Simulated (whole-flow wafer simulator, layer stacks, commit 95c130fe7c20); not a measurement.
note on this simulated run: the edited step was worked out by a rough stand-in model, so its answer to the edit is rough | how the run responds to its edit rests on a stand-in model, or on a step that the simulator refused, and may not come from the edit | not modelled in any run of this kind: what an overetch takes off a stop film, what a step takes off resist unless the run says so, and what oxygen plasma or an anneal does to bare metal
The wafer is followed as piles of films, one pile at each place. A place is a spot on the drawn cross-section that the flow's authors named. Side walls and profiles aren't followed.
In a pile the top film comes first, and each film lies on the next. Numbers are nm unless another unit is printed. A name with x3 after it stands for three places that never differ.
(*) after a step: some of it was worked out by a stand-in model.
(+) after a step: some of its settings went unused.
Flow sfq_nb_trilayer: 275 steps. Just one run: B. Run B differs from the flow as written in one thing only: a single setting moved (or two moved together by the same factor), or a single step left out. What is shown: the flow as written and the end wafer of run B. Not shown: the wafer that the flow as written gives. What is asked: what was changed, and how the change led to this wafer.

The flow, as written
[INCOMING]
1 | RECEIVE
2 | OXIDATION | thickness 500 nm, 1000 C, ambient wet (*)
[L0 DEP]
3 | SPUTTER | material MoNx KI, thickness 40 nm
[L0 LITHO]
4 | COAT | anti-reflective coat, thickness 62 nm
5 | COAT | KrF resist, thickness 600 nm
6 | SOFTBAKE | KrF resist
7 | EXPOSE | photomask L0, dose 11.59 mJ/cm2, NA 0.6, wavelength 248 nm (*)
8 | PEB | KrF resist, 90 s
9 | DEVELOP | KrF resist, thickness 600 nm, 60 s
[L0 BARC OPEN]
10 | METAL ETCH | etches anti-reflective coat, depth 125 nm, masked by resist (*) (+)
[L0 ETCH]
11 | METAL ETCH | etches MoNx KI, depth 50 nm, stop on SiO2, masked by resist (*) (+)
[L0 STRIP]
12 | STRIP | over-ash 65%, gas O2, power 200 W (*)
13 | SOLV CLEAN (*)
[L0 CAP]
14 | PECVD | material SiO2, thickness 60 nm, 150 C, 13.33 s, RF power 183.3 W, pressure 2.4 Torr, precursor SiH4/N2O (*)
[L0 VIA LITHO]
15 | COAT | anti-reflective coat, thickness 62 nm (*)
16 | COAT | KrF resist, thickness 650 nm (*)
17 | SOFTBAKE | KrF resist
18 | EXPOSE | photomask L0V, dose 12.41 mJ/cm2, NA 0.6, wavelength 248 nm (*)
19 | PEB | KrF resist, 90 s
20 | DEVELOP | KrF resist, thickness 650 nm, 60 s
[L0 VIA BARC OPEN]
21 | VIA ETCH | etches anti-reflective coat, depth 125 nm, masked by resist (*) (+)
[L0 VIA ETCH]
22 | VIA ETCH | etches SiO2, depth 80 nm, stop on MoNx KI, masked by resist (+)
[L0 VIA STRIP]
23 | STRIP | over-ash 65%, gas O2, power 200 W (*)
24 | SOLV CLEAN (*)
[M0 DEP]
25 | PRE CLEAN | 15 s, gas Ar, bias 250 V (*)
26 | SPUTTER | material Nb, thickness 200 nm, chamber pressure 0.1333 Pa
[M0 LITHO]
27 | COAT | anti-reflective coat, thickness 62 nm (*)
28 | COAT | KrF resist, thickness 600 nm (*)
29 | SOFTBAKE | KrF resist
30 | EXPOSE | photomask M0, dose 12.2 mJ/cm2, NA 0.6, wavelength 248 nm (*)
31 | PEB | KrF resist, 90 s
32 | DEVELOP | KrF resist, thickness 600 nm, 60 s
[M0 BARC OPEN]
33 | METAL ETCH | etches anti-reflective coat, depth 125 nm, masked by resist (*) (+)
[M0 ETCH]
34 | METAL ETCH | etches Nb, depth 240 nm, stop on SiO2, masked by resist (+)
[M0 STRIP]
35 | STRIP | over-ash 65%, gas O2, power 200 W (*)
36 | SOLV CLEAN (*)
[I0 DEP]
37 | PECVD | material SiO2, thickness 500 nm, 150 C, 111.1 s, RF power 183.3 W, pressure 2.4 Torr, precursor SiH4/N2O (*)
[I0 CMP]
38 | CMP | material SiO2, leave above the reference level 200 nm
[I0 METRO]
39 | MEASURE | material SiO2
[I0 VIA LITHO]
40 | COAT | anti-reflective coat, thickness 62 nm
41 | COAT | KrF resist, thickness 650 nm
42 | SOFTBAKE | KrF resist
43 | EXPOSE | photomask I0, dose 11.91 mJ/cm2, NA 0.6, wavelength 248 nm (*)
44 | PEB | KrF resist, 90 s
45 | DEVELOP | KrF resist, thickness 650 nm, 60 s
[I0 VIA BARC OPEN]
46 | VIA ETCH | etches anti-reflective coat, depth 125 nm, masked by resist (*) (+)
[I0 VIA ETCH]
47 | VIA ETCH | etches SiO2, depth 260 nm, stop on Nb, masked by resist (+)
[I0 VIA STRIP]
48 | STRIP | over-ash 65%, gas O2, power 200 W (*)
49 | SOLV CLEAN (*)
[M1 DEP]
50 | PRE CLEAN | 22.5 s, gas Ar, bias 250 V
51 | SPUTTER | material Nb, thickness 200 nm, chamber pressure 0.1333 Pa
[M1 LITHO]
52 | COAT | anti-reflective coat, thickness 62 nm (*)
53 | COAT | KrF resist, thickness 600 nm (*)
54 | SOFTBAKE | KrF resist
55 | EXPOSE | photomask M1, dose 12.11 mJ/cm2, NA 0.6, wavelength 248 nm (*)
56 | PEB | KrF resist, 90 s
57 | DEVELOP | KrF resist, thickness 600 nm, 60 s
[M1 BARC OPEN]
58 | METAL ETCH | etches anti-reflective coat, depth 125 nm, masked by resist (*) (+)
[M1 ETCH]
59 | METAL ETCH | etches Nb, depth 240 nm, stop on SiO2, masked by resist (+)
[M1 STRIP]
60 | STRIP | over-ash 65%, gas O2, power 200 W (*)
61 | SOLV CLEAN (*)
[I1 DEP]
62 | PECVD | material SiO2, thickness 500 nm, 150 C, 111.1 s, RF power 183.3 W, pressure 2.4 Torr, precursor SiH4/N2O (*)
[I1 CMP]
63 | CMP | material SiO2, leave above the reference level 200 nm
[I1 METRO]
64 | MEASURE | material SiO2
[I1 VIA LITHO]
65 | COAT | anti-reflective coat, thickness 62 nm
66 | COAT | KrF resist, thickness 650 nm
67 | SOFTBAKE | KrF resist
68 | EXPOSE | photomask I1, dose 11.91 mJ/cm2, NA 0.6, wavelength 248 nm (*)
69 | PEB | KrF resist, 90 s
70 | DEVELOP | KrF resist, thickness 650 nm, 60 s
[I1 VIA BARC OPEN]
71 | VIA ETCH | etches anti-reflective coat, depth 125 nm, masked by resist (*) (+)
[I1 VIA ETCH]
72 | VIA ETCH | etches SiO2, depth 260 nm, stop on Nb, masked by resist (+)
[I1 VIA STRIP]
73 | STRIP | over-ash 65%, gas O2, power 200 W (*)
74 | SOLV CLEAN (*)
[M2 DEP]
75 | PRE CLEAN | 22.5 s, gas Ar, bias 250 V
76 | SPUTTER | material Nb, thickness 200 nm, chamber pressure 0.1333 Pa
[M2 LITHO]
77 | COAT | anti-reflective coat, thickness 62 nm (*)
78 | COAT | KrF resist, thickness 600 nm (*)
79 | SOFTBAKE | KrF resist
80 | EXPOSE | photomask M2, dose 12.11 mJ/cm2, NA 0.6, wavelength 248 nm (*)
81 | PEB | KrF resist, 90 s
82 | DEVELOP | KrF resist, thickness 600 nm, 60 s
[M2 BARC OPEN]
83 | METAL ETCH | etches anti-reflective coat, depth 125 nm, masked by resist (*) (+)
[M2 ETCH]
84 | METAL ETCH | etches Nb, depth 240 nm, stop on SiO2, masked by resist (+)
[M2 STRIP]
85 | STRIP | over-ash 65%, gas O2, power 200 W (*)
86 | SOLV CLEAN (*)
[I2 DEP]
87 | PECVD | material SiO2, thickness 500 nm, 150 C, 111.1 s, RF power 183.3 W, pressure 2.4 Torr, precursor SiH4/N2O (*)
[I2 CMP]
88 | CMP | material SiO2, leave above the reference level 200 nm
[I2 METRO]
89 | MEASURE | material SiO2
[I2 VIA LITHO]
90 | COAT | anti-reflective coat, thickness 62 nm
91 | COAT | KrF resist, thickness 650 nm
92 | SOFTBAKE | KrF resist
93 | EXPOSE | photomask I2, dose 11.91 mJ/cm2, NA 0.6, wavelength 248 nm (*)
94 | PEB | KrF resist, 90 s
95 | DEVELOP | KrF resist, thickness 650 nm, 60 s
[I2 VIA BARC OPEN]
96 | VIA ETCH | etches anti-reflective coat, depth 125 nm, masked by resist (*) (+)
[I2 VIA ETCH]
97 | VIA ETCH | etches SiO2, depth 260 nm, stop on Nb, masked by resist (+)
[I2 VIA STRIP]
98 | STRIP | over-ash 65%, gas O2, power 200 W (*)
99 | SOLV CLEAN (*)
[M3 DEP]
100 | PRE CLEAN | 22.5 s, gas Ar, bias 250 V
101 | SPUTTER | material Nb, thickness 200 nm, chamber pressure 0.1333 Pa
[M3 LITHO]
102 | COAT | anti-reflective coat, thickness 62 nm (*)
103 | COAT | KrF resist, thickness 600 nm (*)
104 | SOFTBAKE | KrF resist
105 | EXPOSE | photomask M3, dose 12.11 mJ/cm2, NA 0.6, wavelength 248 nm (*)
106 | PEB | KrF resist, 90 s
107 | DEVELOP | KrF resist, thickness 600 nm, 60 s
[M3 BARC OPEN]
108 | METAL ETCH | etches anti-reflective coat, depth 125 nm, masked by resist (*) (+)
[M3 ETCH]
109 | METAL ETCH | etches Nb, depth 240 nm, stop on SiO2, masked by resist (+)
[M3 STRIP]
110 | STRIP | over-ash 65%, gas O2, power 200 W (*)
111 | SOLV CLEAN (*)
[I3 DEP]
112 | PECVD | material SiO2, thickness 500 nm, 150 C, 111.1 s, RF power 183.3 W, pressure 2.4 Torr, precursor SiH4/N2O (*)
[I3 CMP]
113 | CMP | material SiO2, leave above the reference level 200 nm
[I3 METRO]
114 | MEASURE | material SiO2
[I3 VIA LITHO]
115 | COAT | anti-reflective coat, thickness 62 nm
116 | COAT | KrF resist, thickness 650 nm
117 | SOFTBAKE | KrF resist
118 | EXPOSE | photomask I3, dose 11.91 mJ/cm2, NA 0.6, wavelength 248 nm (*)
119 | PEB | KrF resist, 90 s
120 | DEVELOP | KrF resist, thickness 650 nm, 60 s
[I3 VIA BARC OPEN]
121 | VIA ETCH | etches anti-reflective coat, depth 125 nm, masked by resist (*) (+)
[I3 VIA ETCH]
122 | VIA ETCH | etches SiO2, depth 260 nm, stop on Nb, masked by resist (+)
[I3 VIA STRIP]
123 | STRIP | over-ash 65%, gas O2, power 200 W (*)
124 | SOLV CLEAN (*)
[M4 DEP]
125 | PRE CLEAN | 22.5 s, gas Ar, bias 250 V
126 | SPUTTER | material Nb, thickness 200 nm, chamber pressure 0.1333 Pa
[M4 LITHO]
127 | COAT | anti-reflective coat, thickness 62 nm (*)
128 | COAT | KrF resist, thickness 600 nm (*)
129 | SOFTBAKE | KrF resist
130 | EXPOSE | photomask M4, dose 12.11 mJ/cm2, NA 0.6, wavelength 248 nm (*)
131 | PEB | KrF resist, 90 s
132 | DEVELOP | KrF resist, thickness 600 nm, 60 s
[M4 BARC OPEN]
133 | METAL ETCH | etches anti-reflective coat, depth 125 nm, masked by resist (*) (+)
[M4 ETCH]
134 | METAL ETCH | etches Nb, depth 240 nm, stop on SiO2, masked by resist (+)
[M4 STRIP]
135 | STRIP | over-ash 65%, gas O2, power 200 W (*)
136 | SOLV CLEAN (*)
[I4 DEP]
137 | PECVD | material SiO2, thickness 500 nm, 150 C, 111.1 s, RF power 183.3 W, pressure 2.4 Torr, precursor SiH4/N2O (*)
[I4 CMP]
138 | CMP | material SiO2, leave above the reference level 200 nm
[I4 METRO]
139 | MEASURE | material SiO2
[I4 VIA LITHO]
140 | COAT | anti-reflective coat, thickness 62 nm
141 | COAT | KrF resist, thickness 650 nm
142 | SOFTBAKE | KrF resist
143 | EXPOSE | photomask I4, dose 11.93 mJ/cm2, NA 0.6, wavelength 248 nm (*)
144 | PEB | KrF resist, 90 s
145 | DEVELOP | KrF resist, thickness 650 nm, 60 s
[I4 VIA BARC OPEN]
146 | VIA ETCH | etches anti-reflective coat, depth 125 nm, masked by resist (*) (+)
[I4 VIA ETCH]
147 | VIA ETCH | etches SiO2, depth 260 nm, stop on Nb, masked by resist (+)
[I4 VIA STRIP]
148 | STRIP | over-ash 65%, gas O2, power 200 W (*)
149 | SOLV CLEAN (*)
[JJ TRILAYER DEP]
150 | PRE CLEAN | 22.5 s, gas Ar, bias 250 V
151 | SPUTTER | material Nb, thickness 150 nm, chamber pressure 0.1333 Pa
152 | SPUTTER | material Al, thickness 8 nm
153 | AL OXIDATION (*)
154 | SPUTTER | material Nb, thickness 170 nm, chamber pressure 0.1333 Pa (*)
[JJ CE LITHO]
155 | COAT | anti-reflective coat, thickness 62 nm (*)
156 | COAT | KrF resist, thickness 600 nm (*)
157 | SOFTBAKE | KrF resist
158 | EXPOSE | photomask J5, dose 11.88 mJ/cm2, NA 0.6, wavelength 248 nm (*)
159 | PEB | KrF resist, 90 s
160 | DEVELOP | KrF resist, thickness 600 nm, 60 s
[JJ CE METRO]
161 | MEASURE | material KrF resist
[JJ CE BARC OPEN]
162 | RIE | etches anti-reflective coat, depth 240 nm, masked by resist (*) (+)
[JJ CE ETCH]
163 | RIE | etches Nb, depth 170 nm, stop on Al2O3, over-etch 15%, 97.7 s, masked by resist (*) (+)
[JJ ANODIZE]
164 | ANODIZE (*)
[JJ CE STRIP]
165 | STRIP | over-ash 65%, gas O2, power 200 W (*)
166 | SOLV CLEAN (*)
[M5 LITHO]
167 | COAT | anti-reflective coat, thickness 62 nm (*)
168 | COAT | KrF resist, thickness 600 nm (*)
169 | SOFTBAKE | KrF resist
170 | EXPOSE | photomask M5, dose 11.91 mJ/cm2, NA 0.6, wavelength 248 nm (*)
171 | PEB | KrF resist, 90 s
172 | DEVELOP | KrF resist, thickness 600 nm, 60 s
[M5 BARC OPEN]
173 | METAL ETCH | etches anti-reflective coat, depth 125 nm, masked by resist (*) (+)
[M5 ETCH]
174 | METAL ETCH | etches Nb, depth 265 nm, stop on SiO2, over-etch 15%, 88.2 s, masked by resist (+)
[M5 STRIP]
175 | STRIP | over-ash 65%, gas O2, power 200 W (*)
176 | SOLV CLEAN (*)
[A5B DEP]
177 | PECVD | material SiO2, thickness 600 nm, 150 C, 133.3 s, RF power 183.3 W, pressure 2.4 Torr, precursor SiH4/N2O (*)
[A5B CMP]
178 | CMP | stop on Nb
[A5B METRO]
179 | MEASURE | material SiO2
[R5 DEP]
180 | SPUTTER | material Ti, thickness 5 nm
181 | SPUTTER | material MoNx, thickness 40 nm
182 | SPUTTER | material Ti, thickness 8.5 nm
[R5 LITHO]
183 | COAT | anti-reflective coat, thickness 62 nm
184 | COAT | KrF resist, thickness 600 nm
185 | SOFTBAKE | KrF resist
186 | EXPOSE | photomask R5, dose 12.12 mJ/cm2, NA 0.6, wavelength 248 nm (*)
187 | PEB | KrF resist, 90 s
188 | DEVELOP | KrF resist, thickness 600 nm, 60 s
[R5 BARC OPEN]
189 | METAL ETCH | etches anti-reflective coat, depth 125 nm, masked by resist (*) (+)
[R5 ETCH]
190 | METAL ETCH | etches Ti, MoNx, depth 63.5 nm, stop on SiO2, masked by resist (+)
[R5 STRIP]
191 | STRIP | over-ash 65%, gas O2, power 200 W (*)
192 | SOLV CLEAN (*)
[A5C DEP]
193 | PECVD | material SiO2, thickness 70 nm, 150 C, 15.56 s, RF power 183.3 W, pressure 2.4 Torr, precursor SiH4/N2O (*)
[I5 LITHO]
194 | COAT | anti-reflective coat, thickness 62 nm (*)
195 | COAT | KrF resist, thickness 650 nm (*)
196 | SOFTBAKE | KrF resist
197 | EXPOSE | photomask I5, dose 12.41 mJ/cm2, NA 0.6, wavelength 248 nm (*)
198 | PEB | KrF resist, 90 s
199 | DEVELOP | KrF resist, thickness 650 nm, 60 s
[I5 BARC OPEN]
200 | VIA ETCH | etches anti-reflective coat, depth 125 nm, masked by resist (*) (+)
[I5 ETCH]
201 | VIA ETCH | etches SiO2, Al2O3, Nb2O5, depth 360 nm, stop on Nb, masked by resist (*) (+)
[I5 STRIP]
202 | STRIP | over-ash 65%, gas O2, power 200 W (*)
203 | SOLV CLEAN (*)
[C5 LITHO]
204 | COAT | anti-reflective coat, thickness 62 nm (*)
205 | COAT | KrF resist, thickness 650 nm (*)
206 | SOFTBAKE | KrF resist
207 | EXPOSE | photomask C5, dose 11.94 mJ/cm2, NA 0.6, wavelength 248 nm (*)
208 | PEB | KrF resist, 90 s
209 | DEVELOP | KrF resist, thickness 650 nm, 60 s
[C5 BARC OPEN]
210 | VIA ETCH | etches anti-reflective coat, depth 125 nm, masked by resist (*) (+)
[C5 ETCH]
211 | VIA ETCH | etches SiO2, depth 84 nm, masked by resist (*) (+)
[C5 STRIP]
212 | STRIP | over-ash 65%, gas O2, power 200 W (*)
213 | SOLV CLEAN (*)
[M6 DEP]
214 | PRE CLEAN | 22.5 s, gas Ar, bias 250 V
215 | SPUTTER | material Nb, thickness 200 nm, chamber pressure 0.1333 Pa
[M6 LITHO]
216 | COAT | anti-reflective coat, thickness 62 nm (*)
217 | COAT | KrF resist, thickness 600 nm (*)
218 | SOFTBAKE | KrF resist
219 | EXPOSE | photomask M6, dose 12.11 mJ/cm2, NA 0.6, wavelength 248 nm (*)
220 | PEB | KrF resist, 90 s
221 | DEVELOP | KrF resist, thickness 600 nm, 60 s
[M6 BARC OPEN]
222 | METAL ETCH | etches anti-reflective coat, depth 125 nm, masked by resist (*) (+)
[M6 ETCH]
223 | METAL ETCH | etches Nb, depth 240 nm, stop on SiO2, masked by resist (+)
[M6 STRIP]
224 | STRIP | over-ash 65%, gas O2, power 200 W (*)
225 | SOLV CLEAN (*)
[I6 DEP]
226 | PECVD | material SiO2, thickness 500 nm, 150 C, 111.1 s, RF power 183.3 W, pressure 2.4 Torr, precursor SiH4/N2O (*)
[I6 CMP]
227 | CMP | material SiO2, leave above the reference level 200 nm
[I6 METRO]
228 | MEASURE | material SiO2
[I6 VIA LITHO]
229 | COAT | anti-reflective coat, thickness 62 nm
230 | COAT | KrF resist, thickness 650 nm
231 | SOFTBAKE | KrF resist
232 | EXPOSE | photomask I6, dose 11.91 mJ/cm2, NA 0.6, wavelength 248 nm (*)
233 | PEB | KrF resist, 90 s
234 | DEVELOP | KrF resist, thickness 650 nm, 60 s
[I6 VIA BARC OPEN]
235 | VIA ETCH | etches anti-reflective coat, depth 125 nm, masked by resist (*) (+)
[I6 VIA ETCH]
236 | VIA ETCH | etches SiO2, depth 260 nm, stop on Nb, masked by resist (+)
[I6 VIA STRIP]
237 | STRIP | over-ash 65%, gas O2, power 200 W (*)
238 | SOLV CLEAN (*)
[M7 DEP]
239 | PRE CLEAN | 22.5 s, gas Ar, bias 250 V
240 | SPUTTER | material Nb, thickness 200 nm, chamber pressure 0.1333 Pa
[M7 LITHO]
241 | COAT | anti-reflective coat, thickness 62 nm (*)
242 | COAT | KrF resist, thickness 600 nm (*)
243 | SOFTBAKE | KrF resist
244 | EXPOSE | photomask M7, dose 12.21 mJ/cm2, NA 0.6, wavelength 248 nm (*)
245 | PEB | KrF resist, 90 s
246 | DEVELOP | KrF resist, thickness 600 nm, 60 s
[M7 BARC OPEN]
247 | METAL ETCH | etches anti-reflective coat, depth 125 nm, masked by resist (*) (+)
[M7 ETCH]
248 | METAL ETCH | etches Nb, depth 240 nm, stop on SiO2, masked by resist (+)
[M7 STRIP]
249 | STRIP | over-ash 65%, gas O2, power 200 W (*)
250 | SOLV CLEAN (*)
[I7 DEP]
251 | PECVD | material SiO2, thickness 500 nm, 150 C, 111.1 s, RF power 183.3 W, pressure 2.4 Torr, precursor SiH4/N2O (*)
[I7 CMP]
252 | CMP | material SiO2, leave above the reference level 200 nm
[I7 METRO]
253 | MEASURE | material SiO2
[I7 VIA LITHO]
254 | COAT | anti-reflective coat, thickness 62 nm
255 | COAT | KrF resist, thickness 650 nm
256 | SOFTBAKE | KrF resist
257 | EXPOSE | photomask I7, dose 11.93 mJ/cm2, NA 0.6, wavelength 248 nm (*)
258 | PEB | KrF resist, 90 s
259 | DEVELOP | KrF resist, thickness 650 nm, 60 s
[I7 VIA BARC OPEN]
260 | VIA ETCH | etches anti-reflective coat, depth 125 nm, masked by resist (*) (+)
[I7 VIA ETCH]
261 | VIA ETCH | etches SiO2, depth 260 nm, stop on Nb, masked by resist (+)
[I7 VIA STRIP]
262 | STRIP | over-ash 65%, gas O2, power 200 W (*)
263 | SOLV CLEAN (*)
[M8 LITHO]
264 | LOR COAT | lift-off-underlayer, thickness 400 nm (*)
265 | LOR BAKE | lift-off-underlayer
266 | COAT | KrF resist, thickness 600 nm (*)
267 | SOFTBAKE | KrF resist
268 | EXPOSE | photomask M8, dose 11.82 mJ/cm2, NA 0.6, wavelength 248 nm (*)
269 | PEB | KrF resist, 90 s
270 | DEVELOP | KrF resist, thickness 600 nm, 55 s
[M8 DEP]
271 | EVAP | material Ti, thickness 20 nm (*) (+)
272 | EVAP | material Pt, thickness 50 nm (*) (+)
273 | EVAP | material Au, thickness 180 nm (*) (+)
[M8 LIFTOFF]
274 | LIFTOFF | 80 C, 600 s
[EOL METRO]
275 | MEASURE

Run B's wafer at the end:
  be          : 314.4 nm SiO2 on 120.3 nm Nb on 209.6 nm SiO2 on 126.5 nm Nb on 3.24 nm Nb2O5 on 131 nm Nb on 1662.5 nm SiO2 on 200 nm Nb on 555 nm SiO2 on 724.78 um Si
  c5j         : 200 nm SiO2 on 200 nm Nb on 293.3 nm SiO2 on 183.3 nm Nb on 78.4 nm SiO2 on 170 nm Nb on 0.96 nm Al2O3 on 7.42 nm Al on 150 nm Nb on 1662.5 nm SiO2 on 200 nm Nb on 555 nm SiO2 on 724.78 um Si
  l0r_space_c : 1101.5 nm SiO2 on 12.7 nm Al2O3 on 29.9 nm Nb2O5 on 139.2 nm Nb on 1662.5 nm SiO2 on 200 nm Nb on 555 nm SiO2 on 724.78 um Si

Cause: step 137, PECVD: thickness 300 nm was run, though the flow has thickness 500 nm; step 137, PECVD: 66.67 s was run, where the flow has 111.1 s.

Step by step, how the change led to this:
  137 | PECVD | material SiO2, thickness 500 nm, 150 C, 111.1 s, RF power 183.3 W, pressure 2.4 Torr, precursor SiH4/N2O (*)
      field_l, be, be_sur and 55 more: SiO2 gains 300 (in the flow as written it would be: SiO2 gains 500)
      v_sur, via_wl, via_w and 35 more: SiO2 gains 300 (new film) (in the flow as written it would be: SiO2 gains 500 (new film))
      (also at 10 further places)
  138 | CMP | material SiO2, leave above the reference level 200 nm
      field_l, be, be_sur and 55 more: nothing (in the flow as written it would be: SiO2 loses 100)
      p3_s0, p3_s1, p3_s2, p3_s3, p3_s4, p3_s5: nothing (in the flow as written it would be: SiO2 loses 157.1)
      (also at 42 further places)
  140 | COAT | anti-reflective coat, thickness 62 nm
      sp_r, be_r, r_sur and 6 more: anti-reflective coat gains 63.5 (new film) (in the flow as written it would be: anti-reflective coat gains 62 (new film))
      m0r_space_l, m0r_space_r, m6r_space_l, m6r_space_r, m7r_space_l, m7r_space_r: anti-reflective coat gains 75.6 (new film) (in the flow as written it would be: anti-reflective coat gains 62 (new film))
      (also at 79 further places)
  141 | COAT | KrF resist, thickness 650 nm
      m0r_line_l, m0r_line_r, r5r_line_r, m6r_line_l, m6r_line_r, m7r_line_l, m7r_line_r: KrF resist gains 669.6 (new film) (in the flow as written it would be: KrF resist gains 650 (new film))
      m5r_linepad_l, m5r_linepad_r: KrF resist gains 627.6 (new film) (in the flow as written it would be: KrF resist gains 650 (new film))
      (also at 52 further places)
  145 | DEVELOP | KrF resist, thickness 650 nm, 60 s
      via_wl: KrF resist loses 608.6 (all of it) (in the flow as written it would be: KrF resist loses 648.6 (all of it))
      via_w: KrF resist loses 613.5 (all of it) (in the flow as written it would be: KrF resist loses 648.6 (all of it))
      (also at 1 further place)
  146 | VIA ETCH | etches anti-reflective coat, depth 125 nm, masked by resist (*) (+)
      field_l, v_sur, via_sp and 100 more: KrF resist loses 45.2 (in the flow as written it would be: KrF resist loses 51.7)
      via_wl, via_wr: anti-reflective coat loses 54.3 (all of it), SiO2 loses 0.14 (in the flow as written it would be: anti-reflective coat loses 62 (all of it), SiO2 loses 0.16)
      (also at 1 further place)
  148 | STRIP | over-ash 65%, gas O2, power 200 W (*)
      m0r_line_l, m0r_line_r, m6r_line_l, m6r_line_r, m7r_line_l, m7r_line_r: KrF resist loses 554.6 (all of it), anti-reflective coat loses 63.5 (all of it) (in the flow as written it would be: KrF resist loses 528.6 (all of it), anti-reflective coat loses 62 (all of it))
      m0r_space_l, m0r_space_r, m6r_space_l, m6r_space_r, m7r_space_l, m7r_space_r: KrF resist loses 546.9 (all of it), anti-reflective coat loses 75.6 (all of it) (in the flow as written it would be: KrF resist loses 528.6 (all of it), anti-reflective coat loses 62 (all of it))
      (also at 83 further places)
  151 | SPUTTER | material Nb, thickness 150 nm, chamber pressure 0.1333 Pa
      lsp_r, l0_sur, l0v: Nb gains 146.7 (new film) (in the flow as written it would be: Nb gains 150 (new film))
      be, lsp_l: Nb gains 142.5 (new film) (in the flow as written it would be: Nb gains 150 (new film))
      (also at 1 further place)
  152 | SPUTTER | material Al, thickness 8 nm
      via_v: Al gains 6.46 (new film) (in the flow as written it would be: Al gains 8 (new film))
  154 | SPUTTER | material Nb, thickness 170 nm, chamber pressure 0.1333 Pa (*)
      lsp_r, l0_sur, l0v: Nb gains 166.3 (new film) (in the flow as written it would be: Nb gains 170 (new film))
      be, lsp_l: Nb gains 160.7 (new film) (in the flow as written it would be: Nb gains 170 (new film))
      (also at 1 further place)
  155 | COAT | anti-reflective coat, thickness 62 nm (*)
      l0r_space_c, l0r_line_r, m0r_line_r, m6r_line_r, m7r_line_r: anti-reflective coat gains 63.6 (new film) (in the flow as written it would be: anti-reflective coat gains 62 (new film))
      p3_l1, p3_l2, p3_l3, p3_l4: anti-reflective coat gains 46.8 (new film) (in the flow as written it would be: anti-reflective coat gains 62 (new film))
      (also at 87 further places)
  156 | COAT | KrF resist, thickness 600 nm (*)
      m0r_line_l, m6r_line_l, m7r_line_l: KrF resist gains 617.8 (new film) (in the flow as written it would be: KrF resist gains 600 (new film))
      m0r_space_r, m6r_space_r, m7r_space_r: KrF resist gains 612.4 (new film) (in the flow as written it would be: KrF resist gains 600 (new film))
      (also at 58 further places)
  160 | DEVELOP | KrF resist, thickness 600 nm, 60 s
      m0r_line_l, m6r_line_l, m7r_line_l: KrF resist loses 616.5 (all of it) (in the flow as written it would be: KrF resist loses 598.7 (all of it))
      m0r_space_r, m6r_space_r, m7r_space_r: KrF resist loses 611.1 (all of it) (in the flow as written it would be: KrF resist loses 598.7 (all of it))
      (also at 57 further places)
  162 | RIE | etches anti-reflective coat, depth 240 nm, masked by resist (*) (+)
      l0r_space_c, l0r_line_r, m0r_line_r, m6r_line_r, m7r_line_r: anti-reflective coat loses 63.6 (all of it) (in the flow as written it would be: anti-reflective coat loses 62 (all of it))
      p3_l1, p3_l2, p3_l3, p3_l4: anti-reflective coat loses 46.8 (all of it) (in the flow as written it would be: anti-reflective coat loses 62 (all of it))
      (also at 83 further places)
  163 | RIE | etches Nb, depth 170 nm, stop on Al2O3, over-etch 15%, 97.7 s, masked by resist (*) (+)
      be, lsp_l: Nb loses 160.7 (all of it), Al2O3 loses 0.96 (all of it) (in the flow as written it would be: Nb loses 170 (all of it), Al2O3 loses 0.51)
      via_v: Nb loses 135.5 (all of it), Al2O3 loses 0.96 (all of it) (in the flow as written it would be: Nb loses 170 (all of it), Al2O3 loses 0.51)
      (also at 3 further places)
  164 | ANODIZE (*)
      be, lsp_l: Al2O3 gains 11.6 (new film), Nb2O5 gains 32 (new film), Al loses 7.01 (all of it), Nb loses 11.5 (in the flow as written it would be: Al2O3 gains 12.2, Nb2O5 gains 29.9 (new film), Al loses 7.42 (all of it), Nb loses 10.8)
      via_v: Al2O3 gains 9.7 (new film), Nb2O5 gains 35.3 (new film), Al loses 5.88 (all of it), Nb loses 12.7 (in the flow as written it would be: Al2O3 gains 12.2, Nb2O5 gains 29.9 (new film), Al loses 7.42 (all of it), Nb loses 10.8)
      (also at 3 further places)
  ... another 46 steps ...
  274 | LIFTOFF | 80 C, 600 s
      be: Au loses 180 (all of it), Pt loses 50 (all of it), Ti loses 20 (all of it), KrF resist loses 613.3 (all of it), lift-off-underlayer loses 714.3 (all of it) (in the flow as written it would be: Au loses 180 (all of it), Pt loses 50 (all of it), Ti loses 20 (all of it), KrF resist loses 572.1 (all of it), lift-off-underlayer loses 398.5 (all of it))
      be_sur: Au loses 180 (all of it), Pt loses 50 (all of it), Ti loses 20 (all of it), KrF resist loses 587.1 (all of it), lift-off-underlayer loses 366.6 (all of it) (in the flow as written it would be: Au loses 180 (all of it), Pt loses 50 (all of it), Ti loses 20 (all of it), KrF resist loses 572.6 (all of it), lift-off-underlayer loses 398.9 (all of it))
      (also at 1 further place)
Taking metal films that touch as one body, be has 4 bodies (between them, from the top down: SiO2 209.6; Nb2O5 3.24; SiO2 1662.5); the flow as written gives 3 bodies (between them, from the top down: SiO2 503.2; SiO2 1762.5).
Taking metal films that touch as one body, c5j has 5 bodies (between them, from the top down: SiO2 293.3; SiO2 78.4; Al2O3 0.96; SiO2 1662.5); the flow as written gives 4 bodies (between them, from the top down: SiO2 284.2; Al2O3 0.96; SiO2 1762.5).
